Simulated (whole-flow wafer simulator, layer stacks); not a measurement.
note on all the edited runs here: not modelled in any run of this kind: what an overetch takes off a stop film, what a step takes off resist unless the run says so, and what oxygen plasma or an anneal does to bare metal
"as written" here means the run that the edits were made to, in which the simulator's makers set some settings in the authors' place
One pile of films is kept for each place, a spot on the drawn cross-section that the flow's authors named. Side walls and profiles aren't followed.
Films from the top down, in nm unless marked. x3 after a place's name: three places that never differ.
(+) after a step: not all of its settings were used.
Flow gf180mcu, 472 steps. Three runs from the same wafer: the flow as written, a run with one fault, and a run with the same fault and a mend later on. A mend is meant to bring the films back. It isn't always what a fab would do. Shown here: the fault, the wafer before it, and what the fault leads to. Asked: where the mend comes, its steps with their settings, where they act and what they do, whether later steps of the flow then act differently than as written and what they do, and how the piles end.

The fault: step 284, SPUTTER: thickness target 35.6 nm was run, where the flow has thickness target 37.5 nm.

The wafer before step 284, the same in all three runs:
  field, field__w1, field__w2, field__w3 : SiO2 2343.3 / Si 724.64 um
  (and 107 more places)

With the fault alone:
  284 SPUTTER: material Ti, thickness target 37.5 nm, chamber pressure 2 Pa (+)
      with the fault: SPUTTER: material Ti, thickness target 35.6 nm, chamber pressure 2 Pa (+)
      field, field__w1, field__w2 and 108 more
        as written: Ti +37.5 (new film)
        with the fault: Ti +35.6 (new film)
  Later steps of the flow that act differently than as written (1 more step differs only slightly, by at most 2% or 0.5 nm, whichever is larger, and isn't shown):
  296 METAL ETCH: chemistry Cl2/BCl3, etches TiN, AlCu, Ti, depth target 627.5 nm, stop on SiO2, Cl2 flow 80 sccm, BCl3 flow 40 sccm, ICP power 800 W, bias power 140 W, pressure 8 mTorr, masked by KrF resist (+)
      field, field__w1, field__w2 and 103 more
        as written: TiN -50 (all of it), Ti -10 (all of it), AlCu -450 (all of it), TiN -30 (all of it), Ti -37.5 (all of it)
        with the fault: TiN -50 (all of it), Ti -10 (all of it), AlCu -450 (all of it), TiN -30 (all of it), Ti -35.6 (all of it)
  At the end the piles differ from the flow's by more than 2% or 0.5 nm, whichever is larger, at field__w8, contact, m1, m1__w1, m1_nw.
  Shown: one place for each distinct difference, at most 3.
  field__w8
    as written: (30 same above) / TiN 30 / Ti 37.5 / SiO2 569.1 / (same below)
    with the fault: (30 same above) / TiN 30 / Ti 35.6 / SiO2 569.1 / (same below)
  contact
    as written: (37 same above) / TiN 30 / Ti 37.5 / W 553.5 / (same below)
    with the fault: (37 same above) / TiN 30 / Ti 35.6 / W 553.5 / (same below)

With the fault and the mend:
  The mend comes after step 284.
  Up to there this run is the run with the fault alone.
  284a SPUTTER: material Ti, thickness target 1.9 nm, chamber pressure 2 Pa (+) (the flow's step 284 once more, with other settings)
      field, field__w1, field__w2 and 108 more
        Ti +1.9
  No later step of the flow acts differently than as written at any place that is followed.
  At the end the piles are the same as the flow's at every place that both follow.
